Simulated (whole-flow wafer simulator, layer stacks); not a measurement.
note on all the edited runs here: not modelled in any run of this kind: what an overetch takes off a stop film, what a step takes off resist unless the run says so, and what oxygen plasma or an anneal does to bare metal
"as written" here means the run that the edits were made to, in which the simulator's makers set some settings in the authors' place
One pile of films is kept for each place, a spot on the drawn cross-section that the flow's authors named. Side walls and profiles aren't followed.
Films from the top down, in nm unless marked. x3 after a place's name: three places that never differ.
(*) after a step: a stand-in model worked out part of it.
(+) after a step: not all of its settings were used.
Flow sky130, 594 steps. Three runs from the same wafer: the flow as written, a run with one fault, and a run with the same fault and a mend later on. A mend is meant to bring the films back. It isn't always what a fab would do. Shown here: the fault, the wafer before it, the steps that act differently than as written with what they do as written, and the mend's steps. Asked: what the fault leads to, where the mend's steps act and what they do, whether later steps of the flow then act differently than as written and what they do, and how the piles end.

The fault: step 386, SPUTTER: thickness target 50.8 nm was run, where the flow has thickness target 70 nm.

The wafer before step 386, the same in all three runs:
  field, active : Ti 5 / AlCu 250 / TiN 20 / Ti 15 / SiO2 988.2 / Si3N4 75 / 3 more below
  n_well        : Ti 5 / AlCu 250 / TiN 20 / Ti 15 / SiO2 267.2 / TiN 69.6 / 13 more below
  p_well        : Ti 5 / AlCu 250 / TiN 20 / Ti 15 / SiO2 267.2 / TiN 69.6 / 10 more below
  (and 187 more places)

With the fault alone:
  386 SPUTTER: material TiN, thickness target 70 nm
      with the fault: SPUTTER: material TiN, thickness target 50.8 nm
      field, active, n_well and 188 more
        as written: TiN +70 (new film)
        with the fault: TiN +50.8 (new film)
  Later steps of the flow that act differently than as written (14 more steps differ only slightly, by at most 2% or 0.5 nm, whichever is larger, and aren't shown):
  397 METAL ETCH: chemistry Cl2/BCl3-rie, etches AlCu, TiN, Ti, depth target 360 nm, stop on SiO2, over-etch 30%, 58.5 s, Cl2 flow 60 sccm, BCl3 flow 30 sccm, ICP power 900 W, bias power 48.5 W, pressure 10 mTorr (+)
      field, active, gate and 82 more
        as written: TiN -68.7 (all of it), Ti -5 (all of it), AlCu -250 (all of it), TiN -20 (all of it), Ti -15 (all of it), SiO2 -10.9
        with the fault: TiN -49.5 (all of it), Ti -5 (all of it), AlCu -250 (all of it), TiN -20 (all of it), Ti -15 (all of it), SiO2 -12.9
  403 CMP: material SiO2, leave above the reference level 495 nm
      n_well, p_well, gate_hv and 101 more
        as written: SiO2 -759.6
        with the fault: SiO2 -740.4
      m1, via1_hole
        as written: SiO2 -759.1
        with the fault: SiO2 -739.9
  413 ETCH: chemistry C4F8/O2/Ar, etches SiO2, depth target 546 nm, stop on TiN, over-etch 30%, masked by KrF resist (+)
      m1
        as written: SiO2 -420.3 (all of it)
        with the fault: SiO2 -439.5 (all of it)
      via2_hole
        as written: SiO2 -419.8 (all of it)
        with the fault: SiO2 -439 (all of it)
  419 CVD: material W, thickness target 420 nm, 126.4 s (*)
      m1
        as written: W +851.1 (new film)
        with the fault: W +870.6 (new film)
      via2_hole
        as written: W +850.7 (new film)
        with the fault: W +870.1 (new film)
  At the end the piles differ from the flow's by more than 2% or 0.5 nm, whichever is larger, at n_well, p_well, gate_hv and 103 more.
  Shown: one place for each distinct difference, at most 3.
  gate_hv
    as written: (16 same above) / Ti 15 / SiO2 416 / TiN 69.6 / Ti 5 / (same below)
    with the fault: (16 same above) / Ti 15 / SiO2 435.2 / TiN 50.4 / Ti 5 / (same below)
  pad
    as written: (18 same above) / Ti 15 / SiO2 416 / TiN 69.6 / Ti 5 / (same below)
    with the fault: (18 same above) / Ti 15 / SiO2 435.2 / TiN 50.4 / Ti 5 / (same below)
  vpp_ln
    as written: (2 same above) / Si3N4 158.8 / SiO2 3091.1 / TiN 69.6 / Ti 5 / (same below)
    with the fault: (2 same above) / Si3N4 158.8 / SiO2 3110.3 / TiN 50.4 / Ti 5 / (same below)

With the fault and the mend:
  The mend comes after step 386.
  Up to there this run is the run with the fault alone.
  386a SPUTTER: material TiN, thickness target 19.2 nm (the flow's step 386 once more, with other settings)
      field, active, n_well and 188 more
        TiN +19.2
  No later step of the flow acts differently than as written at any place that is followed.
  At the end the piles are the same as the flow's at every place that both follow.
